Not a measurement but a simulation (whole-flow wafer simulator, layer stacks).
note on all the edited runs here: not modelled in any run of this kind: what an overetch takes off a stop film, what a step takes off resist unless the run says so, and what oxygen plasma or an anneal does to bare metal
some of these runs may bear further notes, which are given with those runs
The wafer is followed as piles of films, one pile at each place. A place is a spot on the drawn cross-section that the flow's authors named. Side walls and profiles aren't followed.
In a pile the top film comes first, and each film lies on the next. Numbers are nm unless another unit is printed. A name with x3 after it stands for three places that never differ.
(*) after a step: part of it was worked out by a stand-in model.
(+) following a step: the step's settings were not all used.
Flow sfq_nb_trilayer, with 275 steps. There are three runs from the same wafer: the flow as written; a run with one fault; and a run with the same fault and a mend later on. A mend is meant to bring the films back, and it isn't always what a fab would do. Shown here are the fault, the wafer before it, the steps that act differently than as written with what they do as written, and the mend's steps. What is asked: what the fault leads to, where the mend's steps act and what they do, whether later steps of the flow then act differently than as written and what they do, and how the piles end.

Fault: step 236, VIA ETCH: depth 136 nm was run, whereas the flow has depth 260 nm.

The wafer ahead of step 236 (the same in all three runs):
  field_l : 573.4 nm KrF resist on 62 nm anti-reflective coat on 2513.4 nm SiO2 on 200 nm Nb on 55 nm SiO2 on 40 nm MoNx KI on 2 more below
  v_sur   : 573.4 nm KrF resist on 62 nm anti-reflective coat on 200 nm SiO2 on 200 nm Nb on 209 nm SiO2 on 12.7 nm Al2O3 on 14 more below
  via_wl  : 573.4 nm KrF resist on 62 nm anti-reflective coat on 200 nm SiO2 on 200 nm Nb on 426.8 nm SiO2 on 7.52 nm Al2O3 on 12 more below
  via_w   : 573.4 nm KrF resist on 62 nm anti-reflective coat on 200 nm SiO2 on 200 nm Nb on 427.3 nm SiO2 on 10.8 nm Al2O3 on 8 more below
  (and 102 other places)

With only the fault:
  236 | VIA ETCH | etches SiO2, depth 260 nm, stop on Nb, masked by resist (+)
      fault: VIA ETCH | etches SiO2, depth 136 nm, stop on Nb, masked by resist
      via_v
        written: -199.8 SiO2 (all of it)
        fault: -136 SiO2
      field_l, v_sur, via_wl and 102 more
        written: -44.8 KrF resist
        fault: -23.4 KrF resist
  Later steps of the flow acting differently than as written (3 more steps, not shown, differ only slightly: by at most 2% or 0.5 nm, whichever is larger):
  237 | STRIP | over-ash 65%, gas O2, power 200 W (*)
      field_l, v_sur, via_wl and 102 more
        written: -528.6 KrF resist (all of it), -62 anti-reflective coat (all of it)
        fault: -550 KrF resist (all of it), -62 anti-reflective coat (all of it)
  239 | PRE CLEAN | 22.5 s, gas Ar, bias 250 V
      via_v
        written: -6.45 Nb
        fault: -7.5 SiO2
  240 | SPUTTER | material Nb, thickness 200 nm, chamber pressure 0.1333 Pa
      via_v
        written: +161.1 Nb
        fault: +176.4 Nb (new film)
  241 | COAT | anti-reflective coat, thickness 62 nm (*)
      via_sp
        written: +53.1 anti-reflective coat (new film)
        fault: +54.2 anti-reflective coat (new film)
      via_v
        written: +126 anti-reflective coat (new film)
        fault: +111 anti-reflective coat (new film)
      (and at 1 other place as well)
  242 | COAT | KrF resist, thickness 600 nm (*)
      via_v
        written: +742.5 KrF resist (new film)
        fault: +689.8 KrF resist (new film)
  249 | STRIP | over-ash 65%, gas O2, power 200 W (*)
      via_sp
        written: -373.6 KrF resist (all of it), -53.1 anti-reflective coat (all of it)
        fault: -378 KrF resist (all of it), -54.2 anti-reflective coat (all of it)
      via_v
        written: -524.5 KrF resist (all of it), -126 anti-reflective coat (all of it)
        fault: -472 KrF resist (all of it), -111 anti-reflective coat (all of it)
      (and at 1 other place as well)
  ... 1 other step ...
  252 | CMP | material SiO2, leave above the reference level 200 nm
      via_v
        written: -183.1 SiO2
        fault: -157.1 SiO2
  The piles end different from the flow's at via_v by more than 2% or 0.5 nm, whichever is larger.
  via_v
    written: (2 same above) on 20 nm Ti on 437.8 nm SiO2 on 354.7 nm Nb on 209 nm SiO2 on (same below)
    fault: (2 same above) on 20 nm Ti on 359.8 nm SiO2 on 176.4 nm Nb on 56.3 nm SiO2 on 200 nm Nb on 209 nm SiO2 on (same below)

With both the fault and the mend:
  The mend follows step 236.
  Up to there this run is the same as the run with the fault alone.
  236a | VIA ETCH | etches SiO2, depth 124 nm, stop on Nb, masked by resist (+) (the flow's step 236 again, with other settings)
      field_l, v_sur, via_wl and 102 more
        -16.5 KrF resist
      via_v
        -63.8 SiO2 (all of it)
  Later steps of the flow that are run all act as written at every place that is followed, up to a difference of at most 2% or 0.5 nm, whichever is larger.
  The piles end the same as the flow's at every place that both follow.
